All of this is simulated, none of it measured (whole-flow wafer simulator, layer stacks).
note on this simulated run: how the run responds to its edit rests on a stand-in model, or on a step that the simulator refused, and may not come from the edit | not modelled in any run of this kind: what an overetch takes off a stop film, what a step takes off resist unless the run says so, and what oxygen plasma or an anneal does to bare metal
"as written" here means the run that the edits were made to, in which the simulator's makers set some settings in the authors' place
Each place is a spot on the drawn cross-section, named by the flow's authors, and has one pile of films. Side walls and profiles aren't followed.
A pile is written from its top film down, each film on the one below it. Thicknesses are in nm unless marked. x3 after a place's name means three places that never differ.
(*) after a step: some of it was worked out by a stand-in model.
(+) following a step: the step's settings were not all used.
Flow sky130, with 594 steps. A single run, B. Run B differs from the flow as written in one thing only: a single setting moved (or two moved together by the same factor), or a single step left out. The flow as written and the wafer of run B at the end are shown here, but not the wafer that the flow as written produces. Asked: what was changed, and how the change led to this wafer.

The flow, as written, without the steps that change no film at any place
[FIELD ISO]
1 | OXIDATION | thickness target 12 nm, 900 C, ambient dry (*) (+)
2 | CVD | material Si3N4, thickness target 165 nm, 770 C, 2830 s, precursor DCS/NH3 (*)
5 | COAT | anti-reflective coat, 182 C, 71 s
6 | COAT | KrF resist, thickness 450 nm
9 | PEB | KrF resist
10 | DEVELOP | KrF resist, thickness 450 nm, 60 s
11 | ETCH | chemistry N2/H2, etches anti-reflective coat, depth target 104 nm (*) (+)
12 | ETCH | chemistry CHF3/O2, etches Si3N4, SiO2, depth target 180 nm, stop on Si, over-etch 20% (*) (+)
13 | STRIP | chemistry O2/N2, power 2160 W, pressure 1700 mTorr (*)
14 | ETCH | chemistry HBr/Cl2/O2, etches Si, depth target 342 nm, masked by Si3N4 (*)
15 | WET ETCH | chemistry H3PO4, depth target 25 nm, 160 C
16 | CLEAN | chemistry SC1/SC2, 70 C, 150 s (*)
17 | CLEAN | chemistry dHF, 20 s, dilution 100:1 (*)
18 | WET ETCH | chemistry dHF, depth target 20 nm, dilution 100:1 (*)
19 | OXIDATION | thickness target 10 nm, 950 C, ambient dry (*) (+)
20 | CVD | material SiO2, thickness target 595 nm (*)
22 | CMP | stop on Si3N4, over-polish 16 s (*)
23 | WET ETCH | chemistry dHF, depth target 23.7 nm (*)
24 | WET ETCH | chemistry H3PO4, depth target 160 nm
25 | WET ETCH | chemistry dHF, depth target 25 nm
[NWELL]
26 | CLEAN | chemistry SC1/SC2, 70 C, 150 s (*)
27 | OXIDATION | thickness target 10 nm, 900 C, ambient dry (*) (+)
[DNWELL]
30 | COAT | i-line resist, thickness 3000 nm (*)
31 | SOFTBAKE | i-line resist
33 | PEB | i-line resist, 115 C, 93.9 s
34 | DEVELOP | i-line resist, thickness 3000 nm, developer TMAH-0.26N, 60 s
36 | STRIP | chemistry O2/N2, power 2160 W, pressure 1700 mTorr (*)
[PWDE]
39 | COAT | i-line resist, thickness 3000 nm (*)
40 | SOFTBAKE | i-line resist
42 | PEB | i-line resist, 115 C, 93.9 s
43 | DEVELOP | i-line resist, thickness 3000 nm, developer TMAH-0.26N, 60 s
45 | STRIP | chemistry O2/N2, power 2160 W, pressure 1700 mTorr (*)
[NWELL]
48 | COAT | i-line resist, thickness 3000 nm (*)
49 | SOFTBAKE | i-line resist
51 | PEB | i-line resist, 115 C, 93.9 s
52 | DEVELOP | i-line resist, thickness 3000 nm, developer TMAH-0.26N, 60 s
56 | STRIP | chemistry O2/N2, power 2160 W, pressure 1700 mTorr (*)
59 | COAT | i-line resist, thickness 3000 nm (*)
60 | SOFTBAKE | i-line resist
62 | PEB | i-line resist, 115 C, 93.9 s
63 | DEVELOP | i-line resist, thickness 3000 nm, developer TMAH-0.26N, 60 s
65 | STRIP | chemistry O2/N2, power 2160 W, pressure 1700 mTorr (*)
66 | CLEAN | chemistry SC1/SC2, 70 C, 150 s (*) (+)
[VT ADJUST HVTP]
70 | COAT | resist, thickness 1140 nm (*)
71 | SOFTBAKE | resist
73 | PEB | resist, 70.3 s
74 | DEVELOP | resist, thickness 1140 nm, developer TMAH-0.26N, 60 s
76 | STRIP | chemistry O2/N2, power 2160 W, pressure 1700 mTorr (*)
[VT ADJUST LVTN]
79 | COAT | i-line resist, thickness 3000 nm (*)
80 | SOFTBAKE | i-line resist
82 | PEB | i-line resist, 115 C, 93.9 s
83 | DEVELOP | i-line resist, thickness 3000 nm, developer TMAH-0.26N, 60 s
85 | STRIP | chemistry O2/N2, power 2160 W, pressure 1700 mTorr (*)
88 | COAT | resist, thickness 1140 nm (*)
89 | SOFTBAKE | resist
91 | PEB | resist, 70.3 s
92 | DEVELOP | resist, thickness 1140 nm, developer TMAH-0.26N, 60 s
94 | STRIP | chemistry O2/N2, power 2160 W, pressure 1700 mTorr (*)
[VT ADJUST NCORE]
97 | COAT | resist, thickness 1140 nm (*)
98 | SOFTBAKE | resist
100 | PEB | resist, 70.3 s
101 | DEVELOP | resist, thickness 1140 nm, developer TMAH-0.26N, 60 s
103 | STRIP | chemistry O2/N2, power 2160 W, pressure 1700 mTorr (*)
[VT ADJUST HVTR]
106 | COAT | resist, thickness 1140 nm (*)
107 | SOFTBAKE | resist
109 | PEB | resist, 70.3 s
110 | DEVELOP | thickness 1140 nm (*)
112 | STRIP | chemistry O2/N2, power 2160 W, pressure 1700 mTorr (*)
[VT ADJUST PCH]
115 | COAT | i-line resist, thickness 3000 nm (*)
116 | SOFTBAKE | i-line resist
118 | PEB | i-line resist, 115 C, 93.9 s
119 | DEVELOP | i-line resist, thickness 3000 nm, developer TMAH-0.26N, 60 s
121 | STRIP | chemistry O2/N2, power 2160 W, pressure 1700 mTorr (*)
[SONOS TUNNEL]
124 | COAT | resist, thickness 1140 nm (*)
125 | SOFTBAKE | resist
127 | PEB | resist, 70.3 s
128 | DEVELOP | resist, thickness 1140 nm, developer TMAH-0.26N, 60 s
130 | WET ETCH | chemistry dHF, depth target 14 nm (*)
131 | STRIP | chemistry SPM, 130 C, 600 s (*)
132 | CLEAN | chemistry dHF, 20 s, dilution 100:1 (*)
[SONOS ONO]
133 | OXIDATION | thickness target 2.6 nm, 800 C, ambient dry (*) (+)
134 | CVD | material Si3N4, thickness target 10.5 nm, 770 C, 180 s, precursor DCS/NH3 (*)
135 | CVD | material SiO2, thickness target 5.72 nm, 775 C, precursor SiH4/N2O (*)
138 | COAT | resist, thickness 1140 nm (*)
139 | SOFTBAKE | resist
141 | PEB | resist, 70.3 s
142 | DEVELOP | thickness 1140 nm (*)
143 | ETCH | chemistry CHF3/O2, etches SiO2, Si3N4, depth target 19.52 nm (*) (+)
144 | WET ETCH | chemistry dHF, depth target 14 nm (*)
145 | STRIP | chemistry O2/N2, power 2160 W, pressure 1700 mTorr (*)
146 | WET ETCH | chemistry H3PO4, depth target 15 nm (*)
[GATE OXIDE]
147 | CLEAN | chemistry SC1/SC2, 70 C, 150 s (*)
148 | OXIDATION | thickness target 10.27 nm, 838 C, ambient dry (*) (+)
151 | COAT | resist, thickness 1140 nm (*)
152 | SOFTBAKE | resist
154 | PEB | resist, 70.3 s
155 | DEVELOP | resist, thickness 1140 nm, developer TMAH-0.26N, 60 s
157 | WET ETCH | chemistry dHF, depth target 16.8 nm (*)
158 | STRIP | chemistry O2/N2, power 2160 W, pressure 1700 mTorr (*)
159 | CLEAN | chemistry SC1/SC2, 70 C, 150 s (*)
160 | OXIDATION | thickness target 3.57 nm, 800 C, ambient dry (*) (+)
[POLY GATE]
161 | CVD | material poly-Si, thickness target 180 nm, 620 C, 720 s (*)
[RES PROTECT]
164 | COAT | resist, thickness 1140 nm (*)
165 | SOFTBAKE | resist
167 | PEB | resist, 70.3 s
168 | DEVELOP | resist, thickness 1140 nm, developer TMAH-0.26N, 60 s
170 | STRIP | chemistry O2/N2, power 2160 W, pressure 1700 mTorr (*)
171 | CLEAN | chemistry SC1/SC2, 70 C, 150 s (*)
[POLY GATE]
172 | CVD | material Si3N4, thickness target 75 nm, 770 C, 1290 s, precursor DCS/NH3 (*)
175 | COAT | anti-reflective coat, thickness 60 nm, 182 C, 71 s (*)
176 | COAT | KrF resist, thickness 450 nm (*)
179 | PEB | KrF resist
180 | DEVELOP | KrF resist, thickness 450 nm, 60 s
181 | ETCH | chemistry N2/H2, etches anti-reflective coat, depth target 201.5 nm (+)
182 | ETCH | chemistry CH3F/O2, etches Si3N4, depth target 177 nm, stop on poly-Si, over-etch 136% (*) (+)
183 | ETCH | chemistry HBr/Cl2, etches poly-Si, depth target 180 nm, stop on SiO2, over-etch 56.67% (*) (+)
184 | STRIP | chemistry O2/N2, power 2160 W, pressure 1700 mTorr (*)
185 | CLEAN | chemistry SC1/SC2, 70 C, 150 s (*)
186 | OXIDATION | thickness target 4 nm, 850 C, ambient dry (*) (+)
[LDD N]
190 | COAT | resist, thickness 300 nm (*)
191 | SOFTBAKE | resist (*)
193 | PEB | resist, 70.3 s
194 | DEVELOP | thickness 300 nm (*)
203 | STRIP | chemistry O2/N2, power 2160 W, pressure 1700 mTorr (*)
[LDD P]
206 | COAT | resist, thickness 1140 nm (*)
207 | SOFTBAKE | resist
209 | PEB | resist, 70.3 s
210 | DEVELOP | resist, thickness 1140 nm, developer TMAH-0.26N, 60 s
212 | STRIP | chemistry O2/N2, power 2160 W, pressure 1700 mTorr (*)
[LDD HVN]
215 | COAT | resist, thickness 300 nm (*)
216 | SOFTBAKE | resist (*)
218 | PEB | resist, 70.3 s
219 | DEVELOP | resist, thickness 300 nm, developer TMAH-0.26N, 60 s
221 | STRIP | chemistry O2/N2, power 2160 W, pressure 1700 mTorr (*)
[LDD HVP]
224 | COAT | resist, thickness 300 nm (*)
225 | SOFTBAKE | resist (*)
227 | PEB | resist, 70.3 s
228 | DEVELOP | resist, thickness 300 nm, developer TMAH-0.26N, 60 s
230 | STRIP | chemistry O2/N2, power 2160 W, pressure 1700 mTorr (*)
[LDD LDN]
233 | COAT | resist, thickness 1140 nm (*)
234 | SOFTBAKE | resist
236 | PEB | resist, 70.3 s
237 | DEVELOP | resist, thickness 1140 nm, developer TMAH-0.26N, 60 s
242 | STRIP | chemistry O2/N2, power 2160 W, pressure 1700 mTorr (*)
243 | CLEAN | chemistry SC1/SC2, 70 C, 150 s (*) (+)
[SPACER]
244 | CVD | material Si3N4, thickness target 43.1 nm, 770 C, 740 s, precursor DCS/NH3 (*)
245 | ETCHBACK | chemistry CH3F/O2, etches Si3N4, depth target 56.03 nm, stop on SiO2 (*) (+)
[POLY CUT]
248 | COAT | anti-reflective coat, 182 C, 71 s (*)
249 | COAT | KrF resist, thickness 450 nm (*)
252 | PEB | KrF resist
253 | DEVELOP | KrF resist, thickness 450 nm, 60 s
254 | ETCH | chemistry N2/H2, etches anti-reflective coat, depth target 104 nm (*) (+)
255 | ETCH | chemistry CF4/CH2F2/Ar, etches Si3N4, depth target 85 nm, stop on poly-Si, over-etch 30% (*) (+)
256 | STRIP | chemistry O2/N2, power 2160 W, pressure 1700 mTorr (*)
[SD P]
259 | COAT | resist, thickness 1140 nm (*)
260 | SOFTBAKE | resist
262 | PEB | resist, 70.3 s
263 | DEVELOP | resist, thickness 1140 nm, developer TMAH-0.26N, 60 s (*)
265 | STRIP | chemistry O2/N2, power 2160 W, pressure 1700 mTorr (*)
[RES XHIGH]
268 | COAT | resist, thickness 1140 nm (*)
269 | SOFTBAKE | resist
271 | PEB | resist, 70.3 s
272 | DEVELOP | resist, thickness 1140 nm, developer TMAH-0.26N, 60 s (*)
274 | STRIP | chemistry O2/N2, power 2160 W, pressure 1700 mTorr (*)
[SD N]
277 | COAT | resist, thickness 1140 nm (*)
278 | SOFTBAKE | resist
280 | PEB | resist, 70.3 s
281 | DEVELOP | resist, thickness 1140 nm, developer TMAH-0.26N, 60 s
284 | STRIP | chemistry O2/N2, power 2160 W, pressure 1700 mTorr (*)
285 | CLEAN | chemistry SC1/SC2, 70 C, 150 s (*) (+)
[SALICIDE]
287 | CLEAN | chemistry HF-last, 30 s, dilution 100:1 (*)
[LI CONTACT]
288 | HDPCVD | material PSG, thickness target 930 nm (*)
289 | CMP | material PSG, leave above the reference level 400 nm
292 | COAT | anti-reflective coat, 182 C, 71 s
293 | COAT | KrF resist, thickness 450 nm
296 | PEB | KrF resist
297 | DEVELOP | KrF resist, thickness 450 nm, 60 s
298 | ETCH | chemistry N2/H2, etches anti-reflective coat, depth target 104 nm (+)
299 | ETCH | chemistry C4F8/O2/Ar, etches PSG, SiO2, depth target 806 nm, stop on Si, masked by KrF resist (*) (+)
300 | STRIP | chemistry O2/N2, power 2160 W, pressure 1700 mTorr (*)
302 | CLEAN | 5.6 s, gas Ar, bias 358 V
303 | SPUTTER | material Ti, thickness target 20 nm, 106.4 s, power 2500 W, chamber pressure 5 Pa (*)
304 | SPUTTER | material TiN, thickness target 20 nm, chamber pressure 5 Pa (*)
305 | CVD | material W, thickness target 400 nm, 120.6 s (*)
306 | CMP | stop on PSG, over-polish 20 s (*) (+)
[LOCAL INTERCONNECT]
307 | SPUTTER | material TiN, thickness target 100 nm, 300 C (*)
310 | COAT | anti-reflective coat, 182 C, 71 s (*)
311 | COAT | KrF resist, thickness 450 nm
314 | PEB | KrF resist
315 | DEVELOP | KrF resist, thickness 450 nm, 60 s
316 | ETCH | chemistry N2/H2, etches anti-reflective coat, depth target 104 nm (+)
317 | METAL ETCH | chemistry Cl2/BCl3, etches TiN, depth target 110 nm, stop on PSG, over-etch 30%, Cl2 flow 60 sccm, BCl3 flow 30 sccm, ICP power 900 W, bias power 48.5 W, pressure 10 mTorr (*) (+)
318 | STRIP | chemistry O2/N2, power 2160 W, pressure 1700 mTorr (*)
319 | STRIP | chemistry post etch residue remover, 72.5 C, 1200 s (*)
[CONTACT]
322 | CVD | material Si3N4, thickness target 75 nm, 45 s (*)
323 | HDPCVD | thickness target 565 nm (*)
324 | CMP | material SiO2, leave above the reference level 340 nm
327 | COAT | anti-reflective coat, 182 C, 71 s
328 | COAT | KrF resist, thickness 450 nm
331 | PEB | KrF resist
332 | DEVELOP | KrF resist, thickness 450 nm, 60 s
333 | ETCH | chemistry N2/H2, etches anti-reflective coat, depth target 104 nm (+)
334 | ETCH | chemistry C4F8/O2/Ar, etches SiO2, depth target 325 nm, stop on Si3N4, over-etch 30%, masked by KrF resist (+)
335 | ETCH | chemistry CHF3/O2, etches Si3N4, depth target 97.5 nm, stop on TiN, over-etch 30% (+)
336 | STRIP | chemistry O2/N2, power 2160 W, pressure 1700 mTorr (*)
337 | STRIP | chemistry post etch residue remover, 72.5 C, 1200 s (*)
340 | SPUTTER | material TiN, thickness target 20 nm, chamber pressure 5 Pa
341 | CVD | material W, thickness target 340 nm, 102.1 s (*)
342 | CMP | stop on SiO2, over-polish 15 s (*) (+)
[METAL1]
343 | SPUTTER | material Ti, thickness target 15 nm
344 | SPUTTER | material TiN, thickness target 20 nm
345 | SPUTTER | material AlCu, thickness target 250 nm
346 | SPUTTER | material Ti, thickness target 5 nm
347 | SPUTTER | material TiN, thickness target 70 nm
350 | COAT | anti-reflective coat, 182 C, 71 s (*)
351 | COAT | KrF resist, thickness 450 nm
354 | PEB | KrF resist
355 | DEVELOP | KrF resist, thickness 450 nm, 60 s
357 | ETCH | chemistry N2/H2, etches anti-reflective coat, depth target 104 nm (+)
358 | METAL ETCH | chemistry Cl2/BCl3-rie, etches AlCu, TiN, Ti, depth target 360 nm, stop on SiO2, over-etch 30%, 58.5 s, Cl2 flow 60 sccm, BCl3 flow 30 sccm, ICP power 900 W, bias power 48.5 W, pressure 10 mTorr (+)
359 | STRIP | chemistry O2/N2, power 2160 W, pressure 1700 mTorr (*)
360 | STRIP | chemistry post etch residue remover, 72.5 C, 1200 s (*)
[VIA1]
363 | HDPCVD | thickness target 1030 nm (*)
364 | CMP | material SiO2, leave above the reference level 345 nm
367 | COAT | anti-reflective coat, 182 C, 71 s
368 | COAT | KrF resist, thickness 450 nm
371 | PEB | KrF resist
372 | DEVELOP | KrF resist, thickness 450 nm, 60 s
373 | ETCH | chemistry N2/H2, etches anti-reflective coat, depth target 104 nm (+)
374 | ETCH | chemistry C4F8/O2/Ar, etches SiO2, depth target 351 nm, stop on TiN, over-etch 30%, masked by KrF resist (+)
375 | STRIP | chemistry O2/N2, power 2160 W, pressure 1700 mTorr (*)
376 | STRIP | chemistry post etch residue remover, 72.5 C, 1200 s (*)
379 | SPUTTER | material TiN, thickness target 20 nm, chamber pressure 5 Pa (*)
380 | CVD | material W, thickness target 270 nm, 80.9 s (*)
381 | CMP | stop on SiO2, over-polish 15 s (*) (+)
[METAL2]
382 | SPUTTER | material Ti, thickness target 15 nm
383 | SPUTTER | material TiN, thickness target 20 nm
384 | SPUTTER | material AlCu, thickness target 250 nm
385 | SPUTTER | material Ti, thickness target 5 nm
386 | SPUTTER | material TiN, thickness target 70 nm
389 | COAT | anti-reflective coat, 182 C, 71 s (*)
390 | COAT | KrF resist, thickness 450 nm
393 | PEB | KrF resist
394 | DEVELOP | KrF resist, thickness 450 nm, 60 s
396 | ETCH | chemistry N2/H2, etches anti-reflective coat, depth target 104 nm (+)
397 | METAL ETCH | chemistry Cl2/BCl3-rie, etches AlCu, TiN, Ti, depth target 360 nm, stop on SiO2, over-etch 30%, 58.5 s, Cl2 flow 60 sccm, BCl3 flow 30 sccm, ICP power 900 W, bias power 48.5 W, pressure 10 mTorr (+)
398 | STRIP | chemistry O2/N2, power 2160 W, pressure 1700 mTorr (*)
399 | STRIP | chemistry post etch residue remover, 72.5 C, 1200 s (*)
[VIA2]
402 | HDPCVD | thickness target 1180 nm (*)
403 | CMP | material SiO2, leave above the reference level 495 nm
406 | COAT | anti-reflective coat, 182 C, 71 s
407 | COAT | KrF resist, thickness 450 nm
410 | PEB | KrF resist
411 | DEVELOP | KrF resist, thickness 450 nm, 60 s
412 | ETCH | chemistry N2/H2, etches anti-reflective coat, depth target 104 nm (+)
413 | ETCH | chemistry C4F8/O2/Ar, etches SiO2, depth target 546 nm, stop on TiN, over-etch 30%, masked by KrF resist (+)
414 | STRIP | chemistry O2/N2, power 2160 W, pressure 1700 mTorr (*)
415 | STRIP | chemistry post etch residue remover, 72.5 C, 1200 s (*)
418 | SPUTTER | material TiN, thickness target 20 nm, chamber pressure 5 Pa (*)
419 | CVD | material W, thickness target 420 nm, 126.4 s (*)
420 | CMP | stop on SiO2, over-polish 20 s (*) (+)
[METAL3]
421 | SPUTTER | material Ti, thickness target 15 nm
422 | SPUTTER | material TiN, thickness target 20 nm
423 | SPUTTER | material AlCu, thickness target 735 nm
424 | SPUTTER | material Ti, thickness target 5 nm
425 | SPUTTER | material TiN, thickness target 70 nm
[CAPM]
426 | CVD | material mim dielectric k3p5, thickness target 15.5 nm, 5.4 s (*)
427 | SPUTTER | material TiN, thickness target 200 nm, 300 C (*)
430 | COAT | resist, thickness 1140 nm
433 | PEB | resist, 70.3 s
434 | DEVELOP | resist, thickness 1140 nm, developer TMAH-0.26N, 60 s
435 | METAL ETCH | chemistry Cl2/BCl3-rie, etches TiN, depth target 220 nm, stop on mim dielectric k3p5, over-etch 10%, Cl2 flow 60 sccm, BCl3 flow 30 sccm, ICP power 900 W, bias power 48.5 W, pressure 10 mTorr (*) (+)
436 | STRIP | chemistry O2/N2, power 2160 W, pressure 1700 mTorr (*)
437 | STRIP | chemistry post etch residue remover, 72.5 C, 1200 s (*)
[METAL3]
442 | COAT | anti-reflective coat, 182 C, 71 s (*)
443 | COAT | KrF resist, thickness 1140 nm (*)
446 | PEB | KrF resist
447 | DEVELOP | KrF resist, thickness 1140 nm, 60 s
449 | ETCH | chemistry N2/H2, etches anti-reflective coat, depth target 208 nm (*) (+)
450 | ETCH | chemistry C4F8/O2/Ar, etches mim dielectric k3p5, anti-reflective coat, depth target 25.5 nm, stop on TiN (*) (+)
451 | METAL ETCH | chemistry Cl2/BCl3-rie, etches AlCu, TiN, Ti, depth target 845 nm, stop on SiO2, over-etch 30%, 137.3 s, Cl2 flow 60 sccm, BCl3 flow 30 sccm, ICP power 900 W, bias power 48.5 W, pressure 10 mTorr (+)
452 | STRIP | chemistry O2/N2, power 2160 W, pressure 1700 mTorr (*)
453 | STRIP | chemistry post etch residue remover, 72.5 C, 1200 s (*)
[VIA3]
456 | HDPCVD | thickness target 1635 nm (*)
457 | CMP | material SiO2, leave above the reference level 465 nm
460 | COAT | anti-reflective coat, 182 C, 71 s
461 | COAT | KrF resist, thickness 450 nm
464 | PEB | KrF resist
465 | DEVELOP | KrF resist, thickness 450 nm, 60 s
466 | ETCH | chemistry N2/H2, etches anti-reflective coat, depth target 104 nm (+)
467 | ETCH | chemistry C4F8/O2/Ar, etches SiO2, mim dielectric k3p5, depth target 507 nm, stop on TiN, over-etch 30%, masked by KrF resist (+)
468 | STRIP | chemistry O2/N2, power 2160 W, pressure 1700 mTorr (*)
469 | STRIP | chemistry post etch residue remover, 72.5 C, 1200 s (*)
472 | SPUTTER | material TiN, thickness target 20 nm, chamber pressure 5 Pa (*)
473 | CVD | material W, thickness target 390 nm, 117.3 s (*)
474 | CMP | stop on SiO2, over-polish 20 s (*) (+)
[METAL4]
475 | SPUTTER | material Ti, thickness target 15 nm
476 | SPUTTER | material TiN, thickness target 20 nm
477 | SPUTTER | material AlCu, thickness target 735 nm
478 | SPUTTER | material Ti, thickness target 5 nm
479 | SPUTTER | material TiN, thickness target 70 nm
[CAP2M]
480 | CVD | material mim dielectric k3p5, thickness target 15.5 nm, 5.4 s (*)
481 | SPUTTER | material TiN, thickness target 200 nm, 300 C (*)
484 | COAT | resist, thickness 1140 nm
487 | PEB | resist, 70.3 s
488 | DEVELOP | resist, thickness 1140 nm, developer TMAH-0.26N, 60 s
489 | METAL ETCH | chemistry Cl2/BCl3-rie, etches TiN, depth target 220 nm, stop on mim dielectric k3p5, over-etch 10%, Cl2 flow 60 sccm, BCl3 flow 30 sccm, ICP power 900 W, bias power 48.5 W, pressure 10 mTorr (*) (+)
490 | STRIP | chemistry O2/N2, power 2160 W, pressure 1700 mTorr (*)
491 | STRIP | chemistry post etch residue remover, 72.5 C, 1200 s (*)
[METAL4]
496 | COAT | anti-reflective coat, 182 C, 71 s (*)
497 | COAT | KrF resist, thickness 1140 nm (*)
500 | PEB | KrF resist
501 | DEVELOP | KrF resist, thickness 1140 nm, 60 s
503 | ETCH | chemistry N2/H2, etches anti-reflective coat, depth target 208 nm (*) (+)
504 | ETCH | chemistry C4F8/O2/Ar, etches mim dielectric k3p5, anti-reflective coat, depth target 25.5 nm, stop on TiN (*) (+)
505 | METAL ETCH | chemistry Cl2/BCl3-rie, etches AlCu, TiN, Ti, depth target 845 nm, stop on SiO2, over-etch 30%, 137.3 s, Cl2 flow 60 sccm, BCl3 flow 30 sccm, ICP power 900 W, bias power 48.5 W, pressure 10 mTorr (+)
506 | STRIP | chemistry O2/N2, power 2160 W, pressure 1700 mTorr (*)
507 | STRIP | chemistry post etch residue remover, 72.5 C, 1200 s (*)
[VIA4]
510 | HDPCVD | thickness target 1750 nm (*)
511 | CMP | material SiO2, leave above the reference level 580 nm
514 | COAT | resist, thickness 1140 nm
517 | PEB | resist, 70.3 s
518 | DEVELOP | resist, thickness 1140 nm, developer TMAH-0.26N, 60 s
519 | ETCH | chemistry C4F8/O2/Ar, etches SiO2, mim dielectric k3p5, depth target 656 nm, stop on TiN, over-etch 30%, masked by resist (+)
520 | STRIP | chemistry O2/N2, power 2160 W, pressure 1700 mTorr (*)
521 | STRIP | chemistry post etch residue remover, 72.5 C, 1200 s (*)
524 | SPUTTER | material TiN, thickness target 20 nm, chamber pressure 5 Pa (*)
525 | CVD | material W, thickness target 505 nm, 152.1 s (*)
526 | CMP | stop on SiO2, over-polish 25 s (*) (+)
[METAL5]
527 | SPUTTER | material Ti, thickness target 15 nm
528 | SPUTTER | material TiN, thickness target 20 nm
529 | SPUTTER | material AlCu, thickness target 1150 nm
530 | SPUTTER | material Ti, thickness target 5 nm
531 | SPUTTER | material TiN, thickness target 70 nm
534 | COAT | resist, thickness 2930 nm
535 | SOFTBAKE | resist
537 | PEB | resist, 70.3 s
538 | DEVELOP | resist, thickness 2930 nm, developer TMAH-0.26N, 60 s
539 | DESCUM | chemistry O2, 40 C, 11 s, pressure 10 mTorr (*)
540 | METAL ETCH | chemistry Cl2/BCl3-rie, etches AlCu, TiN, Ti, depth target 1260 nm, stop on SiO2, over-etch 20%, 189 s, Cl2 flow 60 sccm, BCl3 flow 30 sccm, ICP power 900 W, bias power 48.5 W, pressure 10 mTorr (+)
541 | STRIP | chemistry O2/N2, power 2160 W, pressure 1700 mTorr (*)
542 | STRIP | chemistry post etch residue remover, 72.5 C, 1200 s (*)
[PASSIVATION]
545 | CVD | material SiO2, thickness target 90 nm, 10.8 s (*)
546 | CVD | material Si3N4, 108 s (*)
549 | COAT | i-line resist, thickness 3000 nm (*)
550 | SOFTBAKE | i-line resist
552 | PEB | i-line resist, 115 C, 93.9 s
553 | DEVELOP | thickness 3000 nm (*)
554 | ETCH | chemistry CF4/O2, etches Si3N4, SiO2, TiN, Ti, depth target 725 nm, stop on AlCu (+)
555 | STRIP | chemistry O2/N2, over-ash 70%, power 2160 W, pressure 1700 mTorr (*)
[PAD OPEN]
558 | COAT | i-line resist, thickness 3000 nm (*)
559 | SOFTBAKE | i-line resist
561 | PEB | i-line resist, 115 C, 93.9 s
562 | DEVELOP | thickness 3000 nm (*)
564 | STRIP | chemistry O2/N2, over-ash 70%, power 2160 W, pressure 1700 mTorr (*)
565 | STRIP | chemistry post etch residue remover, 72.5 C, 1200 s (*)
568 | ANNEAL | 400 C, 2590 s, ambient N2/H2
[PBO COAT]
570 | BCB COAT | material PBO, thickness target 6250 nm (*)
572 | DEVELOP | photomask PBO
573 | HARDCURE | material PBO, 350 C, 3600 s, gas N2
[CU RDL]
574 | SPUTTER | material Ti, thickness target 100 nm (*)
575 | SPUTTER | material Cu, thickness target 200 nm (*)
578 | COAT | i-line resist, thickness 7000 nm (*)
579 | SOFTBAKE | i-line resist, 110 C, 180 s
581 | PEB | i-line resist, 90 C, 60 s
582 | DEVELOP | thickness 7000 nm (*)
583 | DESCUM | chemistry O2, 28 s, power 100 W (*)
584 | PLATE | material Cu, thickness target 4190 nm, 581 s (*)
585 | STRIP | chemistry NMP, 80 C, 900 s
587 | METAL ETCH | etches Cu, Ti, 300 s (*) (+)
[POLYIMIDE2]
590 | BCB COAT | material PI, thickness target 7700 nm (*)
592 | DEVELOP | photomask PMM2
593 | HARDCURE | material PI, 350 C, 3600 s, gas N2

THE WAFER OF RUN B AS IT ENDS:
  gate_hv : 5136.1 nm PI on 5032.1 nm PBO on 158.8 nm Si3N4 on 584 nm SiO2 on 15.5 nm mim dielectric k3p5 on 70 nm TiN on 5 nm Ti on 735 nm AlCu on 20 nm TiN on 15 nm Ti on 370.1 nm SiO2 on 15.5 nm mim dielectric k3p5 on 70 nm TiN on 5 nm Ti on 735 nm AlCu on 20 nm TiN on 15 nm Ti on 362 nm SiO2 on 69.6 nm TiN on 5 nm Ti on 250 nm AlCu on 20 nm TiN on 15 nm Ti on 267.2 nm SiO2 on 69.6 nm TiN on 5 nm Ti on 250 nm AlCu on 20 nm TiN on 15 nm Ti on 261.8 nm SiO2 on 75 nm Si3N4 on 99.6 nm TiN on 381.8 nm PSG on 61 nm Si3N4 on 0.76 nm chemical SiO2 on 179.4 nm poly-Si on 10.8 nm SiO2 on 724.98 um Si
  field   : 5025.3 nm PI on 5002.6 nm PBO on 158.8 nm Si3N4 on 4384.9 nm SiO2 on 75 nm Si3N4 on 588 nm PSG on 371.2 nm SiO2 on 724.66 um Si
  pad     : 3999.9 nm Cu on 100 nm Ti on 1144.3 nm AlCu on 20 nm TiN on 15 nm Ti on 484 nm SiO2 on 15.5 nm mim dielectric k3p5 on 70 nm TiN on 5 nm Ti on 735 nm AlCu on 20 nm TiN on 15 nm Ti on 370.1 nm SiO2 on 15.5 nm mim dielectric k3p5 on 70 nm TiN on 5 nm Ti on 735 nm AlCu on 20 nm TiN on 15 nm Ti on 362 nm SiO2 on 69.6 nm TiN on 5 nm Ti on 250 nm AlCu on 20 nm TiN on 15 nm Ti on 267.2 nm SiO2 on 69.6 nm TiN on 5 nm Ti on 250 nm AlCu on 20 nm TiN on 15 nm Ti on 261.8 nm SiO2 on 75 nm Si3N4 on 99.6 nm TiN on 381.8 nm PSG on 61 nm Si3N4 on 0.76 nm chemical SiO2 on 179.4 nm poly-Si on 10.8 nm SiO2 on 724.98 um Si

What caused this: step 403, CMP: leave above the reference level 441 nm was run, whereas the flow has leave above the reference level 495 nm.

The path from the change to this, step by step:
  403 | CMP | material SiO2, leave above the reference level 495 nm
      n_well, p_well, gate_hv and 101 more: -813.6 SiO2 (as written it would have been: -759.6 SiO2)
      field, active, gate and 82 more: -443.1 SiO2 (as written it would have been: -389.1 SiO2)
      (as well as at 2 more places)
  413 | ETCH | chemistry C4F8/O2/Ar, etches SiO2, depth target 546 nm, stop on TiN, over-etch 30%, masked by KrF resist (+)
      field, active, n_well and 186 more: -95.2 KrF resist (as written it would have been: -109.2 KrF resist)
      m1: -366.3 SiO2 (all of it) (as written it would have been: -420.3 SiO2 (all of it))
      (as well as at 1 more place)
  414 | STRIP | chemistry O2/N2, power 2160 W, pressure 1700 mTorr (*)
      field, active, n_well and 186 more: -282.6 KrF resist (all of it), -80 anti-reflective coat (all of it) (as written it would have been: -268.6 KrF resist (all of it), -80 anti-reflective coat (all of it))
  418 | SPUTTER | material TiN, thickness target 20 nm, chamber pressure 5 Pa (*)
      m1, via2_hole: +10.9 TiN (as written it would have been: +10.2 TiN)
  419 | CVD | material W, thickness target 420 nm, 126.4 s (*)
      m1: +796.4 W (new film) (as written it would have been: +851.1 W (new film))
      via2_hole: +796 W (new film) (as written it would have been: +850.7 W (new film))
